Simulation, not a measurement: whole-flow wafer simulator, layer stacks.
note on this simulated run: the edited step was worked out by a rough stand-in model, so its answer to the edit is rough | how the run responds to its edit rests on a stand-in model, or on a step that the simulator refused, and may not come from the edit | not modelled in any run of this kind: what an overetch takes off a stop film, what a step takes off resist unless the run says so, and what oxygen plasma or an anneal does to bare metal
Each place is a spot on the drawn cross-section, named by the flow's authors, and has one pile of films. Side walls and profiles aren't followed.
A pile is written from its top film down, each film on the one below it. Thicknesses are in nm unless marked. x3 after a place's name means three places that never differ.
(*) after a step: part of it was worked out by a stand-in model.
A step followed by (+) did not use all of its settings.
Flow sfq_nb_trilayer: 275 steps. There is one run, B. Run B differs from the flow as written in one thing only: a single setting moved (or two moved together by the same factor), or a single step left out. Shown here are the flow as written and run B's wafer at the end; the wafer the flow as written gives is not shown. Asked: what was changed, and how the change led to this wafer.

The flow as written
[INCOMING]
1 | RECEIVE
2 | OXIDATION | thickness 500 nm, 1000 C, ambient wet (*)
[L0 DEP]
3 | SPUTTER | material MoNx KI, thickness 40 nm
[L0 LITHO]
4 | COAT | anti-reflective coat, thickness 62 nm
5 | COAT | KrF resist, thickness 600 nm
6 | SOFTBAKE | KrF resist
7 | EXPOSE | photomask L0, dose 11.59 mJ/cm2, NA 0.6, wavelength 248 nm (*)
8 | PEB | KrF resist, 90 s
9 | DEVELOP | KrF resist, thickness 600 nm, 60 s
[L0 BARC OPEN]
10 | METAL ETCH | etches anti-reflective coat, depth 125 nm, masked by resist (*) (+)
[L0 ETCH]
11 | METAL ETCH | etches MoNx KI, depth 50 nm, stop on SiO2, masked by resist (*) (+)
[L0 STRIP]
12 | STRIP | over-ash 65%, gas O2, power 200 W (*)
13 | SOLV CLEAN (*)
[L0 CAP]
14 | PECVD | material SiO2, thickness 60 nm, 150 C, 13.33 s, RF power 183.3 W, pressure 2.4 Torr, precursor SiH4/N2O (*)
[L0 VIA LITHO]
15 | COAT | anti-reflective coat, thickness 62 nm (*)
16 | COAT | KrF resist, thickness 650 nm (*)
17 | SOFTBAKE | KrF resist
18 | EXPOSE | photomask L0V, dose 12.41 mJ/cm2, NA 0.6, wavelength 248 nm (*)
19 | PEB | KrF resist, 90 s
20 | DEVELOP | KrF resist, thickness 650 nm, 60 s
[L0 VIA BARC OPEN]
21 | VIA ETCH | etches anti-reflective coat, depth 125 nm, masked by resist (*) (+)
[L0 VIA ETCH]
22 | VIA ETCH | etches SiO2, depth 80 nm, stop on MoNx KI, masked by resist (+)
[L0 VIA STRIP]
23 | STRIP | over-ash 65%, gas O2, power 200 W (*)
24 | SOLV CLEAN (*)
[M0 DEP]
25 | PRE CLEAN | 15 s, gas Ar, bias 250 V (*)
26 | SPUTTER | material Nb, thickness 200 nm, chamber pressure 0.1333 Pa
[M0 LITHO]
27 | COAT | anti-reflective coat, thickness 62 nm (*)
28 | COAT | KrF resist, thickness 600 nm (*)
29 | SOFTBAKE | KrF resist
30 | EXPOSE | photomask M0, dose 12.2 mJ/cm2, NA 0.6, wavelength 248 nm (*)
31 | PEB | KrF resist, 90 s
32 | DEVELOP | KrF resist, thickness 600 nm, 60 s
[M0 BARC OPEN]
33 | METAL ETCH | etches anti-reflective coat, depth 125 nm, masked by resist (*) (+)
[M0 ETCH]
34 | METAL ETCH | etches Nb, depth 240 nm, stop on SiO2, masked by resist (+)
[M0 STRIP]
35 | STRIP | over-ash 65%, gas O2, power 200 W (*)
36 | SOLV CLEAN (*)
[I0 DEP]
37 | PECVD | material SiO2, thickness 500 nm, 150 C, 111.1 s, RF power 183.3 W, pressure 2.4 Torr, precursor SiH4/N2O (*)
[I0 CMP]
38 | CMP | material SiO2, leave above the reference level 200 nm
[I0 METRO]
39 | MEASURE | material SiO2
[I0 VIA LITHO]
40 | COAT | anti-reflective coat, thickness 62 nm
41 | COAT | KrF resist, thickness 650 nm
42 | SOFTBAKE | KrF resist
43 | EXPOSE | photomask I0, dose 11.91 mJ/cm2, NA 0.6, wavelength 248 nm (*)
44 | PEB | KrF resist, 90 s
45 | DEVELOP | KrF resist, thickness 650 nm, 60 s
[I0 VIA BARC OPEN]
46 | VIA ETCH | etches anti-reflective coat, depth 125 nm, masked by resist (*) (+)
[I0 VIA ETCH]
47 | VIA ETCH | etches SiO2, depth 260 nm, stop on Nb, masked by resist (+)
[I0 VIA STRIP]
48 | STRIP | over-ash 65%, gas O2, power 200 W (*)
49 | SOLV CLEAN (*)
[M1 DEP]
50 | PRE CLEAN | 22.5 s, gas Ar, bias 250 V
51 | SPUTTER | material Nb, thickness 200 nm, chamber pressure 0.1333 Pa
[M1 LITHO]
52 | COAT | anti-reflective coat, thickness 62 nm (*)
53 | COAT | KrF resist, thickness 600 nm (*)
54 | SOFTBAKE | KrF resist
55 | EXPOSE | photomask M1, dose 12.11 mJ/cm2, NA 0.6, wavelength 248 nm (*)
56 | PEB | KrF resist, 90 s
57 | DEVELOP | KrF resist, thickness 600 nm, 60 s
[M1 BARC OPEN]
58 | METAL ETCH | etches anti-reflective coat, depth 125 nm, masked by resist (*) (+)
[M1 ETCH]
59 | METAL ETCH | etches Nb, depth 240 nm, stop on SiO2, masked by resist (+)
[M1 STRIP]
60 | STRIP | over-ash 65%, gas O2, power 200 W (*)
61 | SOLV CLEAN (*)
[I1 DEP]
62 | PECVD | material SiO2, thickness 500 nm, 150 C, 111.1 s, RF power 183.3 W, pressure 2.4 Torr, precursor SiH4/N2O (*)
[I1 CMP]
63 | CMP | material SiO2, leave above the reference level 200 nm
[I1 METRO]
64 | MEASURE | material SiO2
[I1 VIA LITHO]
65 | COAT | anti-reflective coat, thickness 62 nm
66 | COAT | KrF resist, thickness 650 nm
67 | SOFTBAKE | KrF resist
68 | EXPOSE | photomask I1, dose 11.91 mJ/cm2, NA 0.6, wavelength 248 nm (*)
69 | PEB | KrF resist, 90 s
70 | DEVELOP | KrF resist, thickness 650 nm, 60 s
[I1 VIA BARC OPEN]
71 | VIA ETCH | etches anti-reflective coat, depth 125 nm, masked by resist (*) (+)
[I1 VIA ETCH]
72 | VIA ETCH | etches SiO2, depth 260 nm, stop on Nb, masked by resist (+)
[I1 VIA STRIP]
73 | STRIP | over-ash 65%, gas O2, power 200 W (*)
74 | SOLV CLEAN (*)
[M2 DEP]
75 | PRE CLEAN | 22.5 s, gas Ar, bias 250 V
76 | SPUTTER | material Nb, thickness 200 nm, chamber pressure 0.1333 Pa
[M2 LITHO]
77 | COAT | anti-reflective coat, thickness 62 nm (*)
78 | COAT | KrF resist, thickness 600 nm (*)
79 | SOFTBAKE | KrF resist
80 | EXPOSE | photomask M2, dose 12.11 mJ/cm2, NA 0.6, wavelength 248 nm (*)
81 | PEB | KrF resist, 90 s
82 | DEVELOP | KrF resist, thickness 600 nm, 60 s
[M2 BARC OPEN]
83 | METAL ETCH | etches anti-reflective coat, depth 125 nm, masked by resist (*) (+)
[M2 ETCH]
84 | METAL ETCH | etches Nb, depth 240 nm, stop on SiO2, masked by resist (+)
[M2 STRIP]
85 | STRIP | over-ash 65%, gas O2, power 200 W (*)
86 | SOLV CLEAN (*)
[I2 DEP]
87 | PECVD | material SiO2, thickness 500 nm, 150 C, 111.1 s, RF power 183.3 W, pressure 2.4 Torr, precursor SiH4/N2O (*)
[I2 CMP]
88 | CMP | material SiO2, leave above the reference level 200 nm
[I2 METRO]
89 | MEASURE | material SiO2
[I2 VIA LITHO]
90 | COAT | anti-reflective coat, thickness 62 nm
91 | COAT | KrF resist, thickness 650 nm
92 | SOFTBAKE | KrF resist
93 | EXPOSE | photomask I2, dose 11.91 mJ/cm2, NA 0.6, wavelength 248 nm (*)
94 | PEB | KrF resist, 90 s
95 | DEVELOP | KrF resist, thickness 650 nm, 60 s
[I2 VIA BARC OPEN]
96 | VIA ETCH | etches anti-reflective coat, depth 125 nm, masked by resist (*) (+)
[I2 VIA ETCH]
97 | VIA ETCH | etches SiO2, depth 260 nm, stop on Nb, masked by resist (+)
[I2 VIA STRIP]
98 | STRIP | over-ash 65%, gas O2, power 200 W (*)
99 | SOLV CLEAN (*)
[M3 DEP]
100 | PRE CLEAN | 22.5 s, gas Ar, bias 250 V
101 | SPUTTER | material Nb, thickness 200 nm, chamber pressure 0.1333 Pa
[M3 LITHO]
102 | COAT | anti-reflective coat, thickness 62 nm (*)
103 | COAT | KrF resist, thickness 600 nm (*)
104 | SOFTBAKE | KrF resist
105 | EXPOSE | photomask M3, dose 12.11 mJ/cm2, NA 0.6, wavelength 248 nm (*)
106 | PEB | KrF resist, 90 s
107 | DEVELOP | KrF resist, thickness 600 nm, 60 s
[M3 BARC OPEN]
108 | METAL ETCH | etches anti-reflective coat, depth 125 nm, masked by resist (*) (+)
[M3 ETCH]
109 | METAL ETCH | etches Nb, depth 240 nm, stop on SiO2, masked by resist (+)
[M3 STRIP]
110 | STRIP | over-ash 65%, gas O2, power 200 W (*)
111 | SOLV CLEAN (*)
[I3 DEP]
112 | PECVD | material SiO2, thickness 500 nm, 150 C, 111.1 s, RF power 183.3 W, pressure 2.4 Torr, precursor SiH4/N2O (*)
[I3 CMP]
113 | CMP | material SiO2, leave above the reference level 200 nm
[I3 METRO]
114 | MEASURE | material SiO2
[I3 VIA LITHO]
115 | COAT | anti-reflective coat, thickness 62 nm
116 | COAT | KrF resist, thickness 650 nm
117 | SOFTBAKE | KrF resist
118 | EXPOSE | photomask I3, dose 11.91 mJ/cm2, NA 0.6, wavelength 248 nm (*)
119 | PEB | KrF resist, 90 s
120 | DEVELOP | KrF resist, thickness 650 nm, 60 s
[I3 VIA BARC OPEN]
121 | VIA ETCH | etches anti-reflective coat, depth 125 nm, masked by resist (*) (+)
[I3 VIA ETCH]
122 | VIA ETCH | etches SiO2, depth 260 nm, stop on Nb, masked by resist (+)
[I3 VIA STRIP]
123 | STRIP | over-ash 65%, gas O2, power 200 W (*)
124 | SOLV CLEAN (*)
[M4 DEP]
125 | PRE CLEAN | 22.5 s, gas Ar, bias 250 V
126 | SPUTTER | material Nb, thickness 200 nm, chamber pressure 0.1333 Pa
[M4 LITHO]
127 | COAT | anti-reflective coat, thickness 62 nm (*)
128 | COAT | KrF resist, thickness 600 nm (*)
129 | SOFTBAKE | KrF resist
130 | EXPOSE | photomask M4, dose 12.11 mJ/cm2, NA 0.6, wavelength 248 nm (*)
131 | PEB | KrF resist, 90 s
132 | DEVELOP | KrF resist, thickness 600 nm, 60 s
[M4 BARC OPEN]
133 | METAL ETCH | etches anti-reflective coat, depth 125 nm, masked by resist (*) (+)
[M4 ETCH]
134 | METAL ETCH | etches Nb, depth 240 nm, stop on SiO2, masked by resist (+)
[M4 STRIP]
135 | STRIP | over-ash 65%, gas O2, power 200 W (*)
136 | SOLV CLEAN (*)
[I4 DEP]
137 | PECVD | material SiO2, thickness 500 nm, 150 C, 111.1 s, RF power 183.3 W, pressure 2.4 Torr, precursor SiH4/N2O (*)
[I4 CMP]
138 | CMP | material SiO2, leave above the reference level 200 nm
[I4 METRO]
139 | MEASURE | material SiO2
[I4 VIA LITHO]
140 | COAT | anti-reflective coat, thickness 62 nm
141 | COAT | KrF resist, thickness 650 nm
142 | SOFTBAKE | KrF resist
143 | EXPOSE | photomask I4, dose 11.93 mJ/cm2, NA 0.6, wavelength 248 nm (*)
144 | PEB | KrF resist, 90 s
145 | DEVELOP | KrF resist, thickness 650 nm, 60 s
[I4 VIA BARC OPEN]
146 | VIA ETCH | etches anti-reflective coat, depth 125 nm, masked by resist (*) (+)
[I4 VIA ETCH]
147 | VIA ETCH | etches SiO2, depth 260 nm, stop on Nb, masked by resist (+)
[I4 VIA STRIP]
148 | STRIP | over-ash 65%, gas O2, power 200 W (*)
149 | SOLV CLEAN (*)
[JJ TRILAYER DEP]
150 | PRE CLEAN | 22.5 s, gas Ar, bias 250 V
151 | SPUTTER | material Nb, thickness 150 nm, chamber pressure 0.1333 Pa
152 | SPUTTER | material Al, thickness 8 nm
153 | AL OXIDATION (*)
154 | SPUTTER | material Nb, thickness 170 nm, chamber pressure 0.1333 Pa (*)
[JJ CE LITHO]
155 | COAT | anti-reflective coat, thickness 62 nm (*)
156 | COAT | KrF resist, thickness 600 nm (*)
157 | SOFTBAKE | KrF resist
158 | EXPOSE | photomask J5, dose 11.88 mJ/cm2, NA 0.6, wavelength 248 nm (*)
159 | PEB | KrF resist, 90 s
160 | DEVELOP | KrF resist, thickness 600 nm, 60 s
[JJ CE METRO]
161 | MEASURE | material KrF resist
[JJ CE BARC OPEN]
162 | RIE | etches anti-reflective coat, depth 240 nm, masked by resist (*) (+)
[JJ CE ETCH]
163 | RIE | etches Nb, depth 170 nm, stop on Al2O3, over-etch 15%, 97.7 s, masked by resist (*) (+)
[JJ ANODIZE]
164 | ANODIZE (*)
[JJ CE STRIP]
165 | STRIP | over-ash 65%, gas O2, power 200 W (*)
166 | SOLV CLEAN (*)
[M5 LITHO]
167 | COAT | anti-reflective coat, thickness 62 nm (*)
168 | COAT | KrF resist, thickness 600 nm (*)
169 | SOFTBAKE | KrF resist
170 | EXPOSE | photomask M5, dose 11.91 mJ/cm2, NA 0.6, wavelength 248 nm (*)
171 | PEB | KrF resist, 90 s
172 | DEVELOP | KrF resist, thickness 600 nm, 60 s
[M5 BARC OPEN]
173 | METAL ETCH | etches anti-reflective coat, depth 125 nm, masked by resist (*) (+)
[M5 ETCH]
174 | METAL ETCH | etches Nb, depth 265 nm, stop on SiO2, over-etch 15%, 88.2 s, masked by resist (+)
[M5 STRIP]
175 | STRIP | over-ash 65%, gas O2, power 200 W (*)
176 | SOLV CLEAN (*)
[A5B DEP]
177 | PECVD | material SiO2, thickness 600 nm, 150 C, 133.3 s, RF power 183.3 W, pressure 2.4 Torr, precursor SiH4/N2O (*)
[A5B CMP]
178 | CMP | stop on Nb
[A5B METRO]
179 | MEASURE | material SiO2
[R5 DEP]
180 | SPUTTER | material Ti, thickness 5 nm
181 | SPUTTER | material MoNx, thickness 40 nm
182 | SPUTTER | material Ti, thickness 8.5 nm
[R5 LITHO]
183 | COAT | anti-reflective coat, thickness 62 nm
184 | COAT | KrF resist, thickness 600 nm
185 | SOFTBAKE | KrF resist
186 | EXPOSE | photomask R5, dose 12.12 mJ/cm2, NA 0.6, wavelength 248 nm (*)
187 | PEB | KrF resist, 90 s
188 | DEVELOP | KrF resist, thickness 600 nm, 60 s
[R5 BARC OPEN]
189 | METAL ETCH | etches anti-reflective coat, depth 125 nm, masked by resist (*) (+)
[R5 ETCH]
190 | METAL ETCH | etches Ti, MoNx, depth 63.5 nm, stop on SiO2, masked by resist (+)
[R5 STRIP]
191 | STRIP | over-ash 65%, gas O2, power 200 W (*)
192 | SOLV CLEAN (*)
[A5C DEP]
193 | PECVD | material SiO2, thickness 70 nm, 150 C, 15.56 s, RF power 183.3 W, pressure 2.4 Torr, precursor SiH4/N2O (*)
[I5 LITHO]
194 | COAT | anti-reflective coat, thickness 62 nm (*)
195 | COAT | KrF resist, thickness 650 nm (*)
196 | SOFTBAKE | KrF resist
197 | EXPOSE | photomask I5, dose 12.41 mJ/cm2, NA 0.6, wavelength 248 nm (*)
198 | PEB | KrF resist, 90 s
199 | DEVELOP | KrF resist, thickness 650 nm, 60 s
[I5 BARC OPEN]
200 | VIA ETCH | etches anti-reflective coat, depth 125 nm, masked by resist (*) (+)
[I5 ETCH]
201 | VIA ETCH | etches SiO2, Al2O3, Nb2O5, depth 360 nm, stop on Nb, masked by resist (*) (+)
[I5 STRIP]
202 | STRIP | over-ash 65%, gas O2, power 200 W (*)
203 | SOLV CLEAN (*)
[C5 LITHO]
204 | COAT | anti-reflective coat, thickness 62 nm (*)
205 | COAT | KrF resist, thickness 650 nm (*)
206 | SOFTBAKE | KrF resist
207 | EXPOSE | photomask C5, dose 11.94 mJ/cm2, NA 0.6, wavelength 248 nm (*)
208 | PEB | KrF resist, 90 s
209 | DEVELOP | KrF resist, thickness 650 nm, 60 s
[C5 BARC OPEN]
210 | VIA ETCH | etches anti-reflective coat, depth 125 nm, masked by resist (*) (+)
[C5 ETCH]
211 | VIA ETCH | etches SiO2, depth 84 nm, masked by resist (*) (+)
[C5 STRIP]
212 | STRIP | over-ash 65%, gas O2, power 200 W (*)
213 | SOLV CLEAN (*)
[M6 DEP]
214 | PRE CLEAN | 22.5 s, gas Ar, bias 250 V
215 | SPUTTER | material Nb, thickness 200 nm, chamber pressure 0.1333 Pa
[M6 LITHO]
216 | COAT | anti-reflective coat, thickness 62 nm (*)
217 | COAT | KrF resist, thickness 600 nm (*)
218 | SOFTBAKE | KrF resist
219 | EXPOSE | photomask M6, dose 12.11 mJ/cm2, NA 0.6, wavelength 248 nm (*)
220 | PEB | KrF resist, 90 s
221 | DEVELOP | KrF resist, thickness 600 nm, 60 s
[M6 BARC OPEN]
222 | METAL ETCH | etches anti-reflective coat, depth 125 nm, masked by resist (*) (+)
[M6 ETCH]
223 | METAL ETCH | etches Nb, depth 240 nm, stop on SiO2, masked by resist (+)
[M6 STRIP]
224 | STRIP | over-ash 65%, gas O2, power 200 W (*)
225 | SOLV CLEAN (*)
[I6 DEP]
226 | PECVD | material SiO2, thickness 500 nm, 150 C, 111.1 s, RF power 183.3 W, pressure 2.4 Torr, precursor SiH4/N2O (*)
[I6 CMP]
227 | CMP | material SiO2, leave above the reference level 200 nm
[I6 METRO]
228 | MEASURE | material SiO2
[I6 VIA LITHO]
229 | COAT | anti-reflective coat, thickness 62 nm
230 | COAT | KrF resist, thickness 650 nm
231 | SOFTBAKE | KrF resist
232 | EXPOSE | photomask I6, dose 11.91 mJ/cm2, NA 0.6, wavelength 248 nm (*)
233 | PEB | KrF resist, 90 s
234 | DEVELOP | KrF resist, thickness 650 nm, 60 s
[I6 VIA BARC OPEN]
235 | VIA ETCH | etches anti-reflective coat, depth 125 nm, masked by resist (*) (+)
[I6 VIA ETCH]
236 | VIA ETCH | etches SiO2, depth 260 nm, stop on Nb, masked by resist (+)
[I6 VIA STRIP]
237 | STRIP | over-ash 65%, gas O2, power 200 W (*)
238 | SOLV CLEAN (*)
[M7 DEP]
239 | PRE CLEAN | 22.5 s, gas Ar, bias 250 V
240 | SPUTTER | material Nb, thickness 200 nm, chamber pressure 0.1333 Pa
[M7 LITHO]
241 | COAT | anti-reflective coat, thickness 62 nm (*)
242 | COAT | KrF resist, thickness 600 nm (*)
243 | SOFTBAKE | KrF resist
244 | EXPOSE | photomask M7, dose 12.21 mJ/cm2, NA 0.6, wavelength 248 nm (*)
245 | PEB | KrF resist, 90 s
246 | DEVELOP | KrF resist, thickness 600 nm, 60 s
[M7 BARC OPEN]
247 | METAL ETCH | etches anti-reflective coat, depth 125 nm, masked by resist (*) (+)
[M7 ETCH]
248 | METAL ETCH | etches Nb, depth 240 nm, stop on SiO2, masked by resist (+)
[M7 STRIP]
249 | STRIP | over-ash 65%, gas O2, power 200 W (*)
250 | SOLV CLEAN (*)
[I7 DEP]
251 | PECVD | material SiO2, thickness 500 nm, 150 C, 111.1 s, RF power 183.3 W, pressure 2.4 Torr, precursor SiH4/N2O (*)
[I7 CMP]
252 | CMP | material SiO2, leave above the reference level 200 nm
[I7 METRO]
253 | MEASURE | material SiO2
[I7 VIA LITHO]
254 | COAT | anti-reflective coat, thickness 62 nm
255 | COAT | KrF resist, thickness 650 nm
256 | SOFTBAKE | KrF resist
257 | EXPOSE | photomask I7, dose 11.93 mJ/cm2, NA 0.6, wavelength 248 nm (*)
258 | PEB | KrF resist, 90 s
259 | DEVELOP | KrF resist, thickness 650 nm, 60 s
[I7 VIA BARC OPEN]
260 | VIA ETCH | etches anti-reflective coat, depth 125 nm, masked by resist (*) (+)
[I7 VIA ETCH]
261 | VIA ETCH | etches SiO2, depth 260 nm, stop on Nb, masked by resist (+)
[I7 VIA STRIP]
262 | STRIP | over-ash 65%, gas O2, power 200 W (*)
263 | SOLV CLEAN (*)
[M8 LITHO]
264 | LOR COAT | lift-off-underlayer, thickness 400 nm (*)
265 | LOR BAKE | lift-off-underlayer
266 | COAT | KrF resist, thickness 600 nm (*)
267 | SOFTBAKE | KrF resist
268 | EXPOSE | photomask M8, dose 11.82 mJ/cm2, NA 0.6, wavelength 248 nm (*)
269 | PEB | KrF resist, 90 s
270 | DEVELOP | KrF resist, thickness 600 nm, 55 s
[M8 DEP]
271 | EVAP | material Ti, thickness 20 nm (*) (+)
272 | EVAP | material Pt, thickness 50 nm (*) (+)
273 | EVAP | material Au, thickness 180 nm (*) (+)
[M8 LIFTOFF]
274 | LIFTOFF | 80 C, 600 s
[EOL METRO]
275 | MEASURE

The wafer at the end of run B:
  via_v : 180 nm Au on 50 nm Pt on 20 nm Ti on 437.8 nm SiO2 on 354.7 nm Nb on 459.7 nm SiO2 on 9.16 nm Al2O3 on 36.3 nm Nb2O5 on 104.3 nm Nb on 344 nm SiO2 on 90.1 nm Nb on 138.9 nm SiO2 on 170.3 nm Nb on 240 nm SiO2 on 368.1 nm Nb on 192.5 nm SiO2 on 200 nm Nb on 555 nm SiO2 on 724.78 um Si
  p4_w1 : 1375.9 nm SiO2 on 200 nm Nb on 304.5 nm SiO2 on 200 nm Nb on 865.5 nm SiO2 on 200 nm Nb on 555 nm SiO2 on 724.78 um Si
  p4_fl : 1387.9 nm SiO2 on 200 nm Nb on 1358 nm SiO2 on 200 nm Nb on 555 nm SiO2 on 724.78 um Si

What caused this: step 87, PECVD: thickness 288 nm was run, whereas the flow has thickness 500 nm; step 87, PECVD: 63.89 s was run, where the flow has 111.1 s.

How this came from the change, step by step:
  87 | PECVD | material SiO2, thickness 500 nm, 150 C, 111.1 s, RF power 183.3 W, pressure 2.4 Torr, precursor SiH4/N2O (*)
      field_l, be, be_sur and 81 more: SiO2 gains 288 (it would be, as written: SiO2 gains 500)
      v_sur, via_wl, via_w and 18 more: SiO2 gains 288 (new film) (it would be, as written: SiO2 gains 500 (new film))
      (also at 1 further place)
  88 | CMP | material SiO2, leave above the reference level 200 nm
      field_l, be, be_sur and 81 more: nothing (it would be, as written: SiO2 loses 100)
      via_v: nothing (it would be, as written: SiO2 loses 181.6)
      (also at 21 further places)
  90 | COAT | anti-reflective coat, thickness 62 nm
      p3_l3, p3_s3, p3_l4 and 8 more: anti-reflective coat gains 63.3 (new film) (it would be, as written: anti-reflective coat gains 62 (new film))
      m0r_space_l, m0r_space_r, m6r_space_l, m6r_space_r, m7r_space_l, m7r_space_r: anti-reflective coat gains 76.7 (new film) (it would be, as written: anti-reflective coat gains 62 (new film))
      (also at 64 further places)
  91 | COAT | KrF resist, thickness 650 nm
      m0r_line_l, m0r_line_r, m6r_line_l, m6r_line_r, m7r_line_l, m7r_line_r: KrF resist gains 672 (new film) (it would be, as written: KrF resist gains 650 (new film))
      m0r_space_l, m0r_space_r, m6r_space_l, m6r_space_r, m7r_space_l, m7r_space_r: KrF resist gains 663.6 (new film) (it would be, as written: KrF resist gains 650 (new film))
      (also at 40 further places)
  95 | DEVELOP | KrF resist, thickness 650 nm, 60 s
      via_w: KrF resist loses 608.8 (all of it) (it would be, as written: KrF resist loses 648.6 (all of it))
  96 | VIA ETCH | etches anti-reflective coat, depth 125 nm, masked by resist (*) (+)
      field_l, v_sur, via_wl and 102 more: KrF resist loses 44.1 (it would be, as written: KrF resist loses 51.7)
      via_w: anti-reflective coat loses 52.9 (all of it), SiO2 loses 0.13 (it would be, as written: anti-reflective coat loses 62 (all of it), SiO2 loses 0.16)
  98 | STRIP | over-ash 65%, gas O2, power 200 W (*)
      m0r_line_l, m0r_line_r, m6r_line_l, m6r_line_r, m7r_line_l, m7r_line_r: KrF resist loses 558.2 (all of it), anti-reflective coat loses 63.3 (all of it) (it would be, as written: KrF resist loses 528.6 (all of it), anti-reflective coat loses 62 (all of it))
      m0r_space_l, m0r_space_r, m6r_space_l, m6r_space_r, m7r_space_l, m7r_space_r: KrF resist loses 549.8 (all of it), anti-reflective coat loses 76.7 (all of it) (it would be, as written: KrF resist loses 528.6 (all of it), anti-reflective coat loses 62 (all of it))
      (also at 88 further places)
  101 | SPUTTER | material Nb, thickness 200 nm, chamber pressure 0.1333 Pa
      via_v: Nb gains 170.3 (new film) (it would be, as written: Nb gains 200 (new film))
  102 | COAT | anti-reflective coat, thickness 62 nm (*)
      m0r_line_l, m0r_line_r, m6r_line_l, m6r_line_r, m7r_line_l, m7r_line_r: anti-reflective coat gains 63.5 (new film) (it would be, as written: anti-reflective coat gains 62 (new film))
      m0r_space_l, m0r_space_r, m6r_space_l, m6r_space_r, m7r_space_l, m7r_space_r: anti-reflective coat gains 74.2 (new film) (it would be, as written: anti-reflective coat gains 62 (new film))
      (also at 64 further places)
  103 | COAT | KrF resist, thickness 600 nm (*)
      m0r_line_l, m0r_line_r, m6r_line_l, m6r_line_r, m7r_line_l, m7r_line_r: KrF resist gains 619.6 (new film) (it would be, as written: KrF resist gains 600 (new film))
      m0r_space_l, m0r_space_r, m6r_space_l, m6r_space_r, m7r_space_l, m7r_space_r: KrF resist gains 614.1 (new film) (it would be, as written: KrF resist gains 600 (new film))
      (also at 40 further places)
  107 | DEVELOP | KrF resist, thickness 600 nm, 60 s
      m0r_line_l, m0r_line_r, m6r_line_l, m6r_line_r, m7r_line_l, m7r_line_r: KrF resist loses 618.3 (all of it) (it would be, as written: KrF resist loses 598.7 (all of it))
      m0r_space_l, m0r_space_r, m6r_space_l, m6r_space_r, m7r_space_l, m7r_space_r: KrF resist loses 612.8 (all of it) (it would be, as written: KrF resist loses 598.7 (all of it))
      (also at 22 further places)
  108 | METAL ETCH | etches anti-reflective coat, depth 125 nm, masked by resist (*) (+)
      v_sur, via_wl, via_w and 28 more: KrF resist loses 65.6 (it would be, as written: KrF resist loses 51.7)
      m0r_line_l, m0r_line_r, m6r_line_l, m6r_line_r, m7r_line_l, m7r_line_r: anti-reflective coat loses 63.5 (all of it) (it would be, as written: anti-reflective coat loses 62 (all of it))
      (also at 46 further places)
  110 | STRIP | over-ash 65%, gas O2, power 200 W (*)
      v_sur: KrF resist loses 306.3 (all of it), anti-reflective coat loses 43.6 (all of it) (it would be, as written: KrF resist loses 365.3 (all of it), anti-reflective coat loses 61.1 (all of it))
      via_wl: KrF resist loses 319.8 (all of it), anti-reflective coat loses 29.6 (all of it) (it would be, as written: KrF resist loses 384.2 (all of it), anti-reflective coat loses 34.2 (all of it))
      (also at 28 further places)
  112 | PECVD | material SiO2, thickness 500 nm, 150 C, 111.1 s, RF power 183.3 W, pressure 2.4 Torr, precursor SiH4/N2O (*)
      via_v: SiO2 gains 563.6 (new film) (it would be, as written: SiO2 gains 500 (new film))
  113 | CMP | material SiO2, leave above the reference level 200 nm
      field_l, be, be_sur and 64 more: nothing (it would be, as written: SiO2 loses 100)
      p4_w1, p4_w2, p4_w3 and 6 more: SiO2 loses 188 (it would be, as written: SiO2 loses 300)
      (also at 9 further places)
  115 | COAT | anti-reflective coat, thickness 62 nm
      m0r_space_l, m0r_space_r, m6r_space_l, m6r_space_r, m7r_space_l, m7r_space_r: anti-reflective coat gains 63.7 (new film) (it would be, as written: anti-reflective coat gains 62 (new film))
      be, p4_fm, wl_g_sr: anti-reflective coat gains 63.6 (new film) (it would be, as written: anti-reflective coat gains 62 (new film))
      (also at 19 further places)
  ... 27 further steps ...
  178 | CMP | stop on Nb
      via_v: SiO2 loses 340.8 (it would be, as written: SiO2 loses 453.5)
With metal films that touch counted as one body, via_v has 7 bodies (between them, from the top down: SiO2 437.8; SiO2 459.7 / Al2O3 9.16 / Nb2O5 36.3; SiO2 344; SiO2 138.9; SiO2 240; SiO2 192.5); the flow as written gives 6 bodies (between them, from the top down: SiO2 437.8; SiO2 209 / Al2O3 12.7 / Nb2O5 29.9; SiO2 425.9; SiO2 416.9; SiO2 192.5).
